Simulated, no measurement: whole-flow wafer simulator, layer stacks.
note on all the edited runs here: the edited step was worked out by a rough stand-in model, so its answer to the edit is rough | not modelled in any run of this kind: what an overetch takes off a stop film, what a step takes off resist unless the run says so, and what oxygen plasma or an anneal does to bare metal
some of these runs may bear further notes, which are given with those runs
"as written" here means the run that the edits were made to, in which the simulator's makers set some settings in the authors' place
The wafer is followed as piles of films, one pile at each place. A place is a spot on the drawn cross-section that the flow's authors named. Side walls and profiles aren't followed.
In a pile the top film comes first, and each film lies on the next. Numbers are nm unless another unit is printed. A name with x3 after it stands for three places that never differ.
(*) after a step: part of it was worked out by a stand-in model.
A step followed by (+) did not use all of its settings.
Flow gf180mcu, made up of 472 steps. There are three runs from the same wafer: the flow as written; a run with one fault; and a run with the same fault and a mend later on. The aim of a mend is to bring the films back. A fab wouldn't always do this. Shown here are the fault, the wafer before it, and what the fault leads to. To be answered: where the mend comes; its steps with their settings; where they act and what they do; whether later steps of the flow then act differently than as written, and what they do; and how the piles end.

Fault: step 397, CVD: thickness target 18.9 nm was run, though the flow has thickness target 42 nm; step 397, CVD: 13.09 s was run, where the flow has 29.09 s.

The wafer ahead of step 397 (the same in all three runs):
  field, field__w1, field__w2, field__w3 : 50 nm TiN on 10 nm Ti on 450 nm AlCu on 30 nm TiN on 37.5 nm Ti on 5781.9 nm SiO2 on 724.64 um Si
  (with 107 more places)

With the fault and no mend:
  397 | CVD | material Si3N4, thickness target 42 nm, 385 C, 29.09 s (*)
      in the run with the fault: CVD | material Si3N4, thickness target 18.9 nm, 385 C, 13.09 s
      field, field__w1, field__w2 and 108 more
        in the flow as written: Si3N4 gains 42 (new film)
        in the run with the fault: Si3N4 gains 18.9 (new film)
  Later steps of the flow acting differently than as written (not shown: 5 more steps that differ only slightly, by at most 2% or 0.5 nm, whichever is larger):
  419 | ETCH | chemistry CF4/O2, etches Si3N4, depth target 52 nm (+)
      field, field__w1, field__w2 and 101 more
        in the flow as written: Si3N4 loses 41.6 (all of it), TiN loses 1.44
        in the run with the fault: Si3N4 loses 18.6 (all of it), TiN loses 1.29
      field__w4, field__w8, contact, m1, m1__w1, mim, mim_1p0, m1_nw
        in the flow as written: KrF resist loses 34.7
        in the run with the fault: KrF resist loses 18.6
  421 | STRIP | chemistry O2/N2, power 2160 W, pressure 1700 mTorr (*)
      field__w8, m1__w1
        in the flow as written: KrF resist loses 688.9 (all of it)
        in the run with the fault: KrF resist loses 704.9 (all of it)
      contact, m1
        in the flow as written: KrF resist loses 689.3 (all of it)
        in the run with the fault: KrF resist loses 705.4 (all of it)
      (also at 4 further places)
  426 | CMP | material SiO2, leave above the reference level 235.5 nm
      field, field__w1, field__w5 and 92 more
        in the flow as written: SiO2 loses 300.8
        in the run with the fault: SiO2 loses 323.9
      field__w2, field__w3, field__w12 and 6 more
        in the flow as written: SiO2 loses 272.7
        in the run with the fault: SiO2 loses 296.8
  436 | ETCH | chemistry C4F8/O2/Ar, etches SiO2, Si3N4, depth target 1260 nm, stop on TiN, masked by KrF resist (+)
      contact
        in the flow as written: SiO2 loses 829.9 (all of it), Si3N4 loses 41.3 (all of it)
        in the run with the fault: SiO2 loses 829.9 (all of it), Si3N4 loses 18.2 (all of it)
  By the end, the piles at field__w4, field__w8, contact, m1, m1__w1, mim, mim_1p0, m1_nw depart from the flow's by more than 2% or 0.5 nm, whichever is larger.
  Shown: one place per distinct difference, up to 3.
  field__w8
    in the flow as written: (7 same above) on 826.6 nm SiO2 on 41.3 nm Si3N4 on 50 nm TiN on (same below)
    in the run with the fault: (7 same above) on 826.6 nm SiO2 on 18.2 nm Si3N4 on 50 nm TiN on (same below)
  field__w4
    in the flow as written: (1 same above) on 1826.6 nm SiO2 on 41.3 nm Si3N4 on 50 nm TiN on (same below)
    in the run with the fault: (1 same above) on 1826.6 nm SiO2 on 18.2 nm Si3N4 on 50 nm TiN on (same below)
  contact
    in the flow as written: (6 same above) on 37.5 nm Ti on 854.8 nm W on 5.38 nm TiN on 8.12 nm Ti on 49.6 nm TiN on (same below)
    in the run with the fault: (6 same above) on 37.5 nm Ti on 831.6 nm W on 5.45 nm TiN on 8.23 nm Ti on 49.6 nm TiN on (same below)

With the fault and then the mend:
  The mend follows step 397.
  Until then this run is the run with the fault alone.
  397a | CVD | material Si3N4, thickness target 23.1 nm, 385 C, 16 s (the flow's step 397 again, with other settings)
      field, field__w1, field__w2 and 108 more
        Si3N4 gains 23.1
  Every later step of the flow that is run acts as written, at every place that is followed, to within 2% or 0.5 nm, whichever is larger.
  The piles end only slightly different from the flow's at the places that both follow, by no more than 2% or 0.5 nm, whichever is larger.
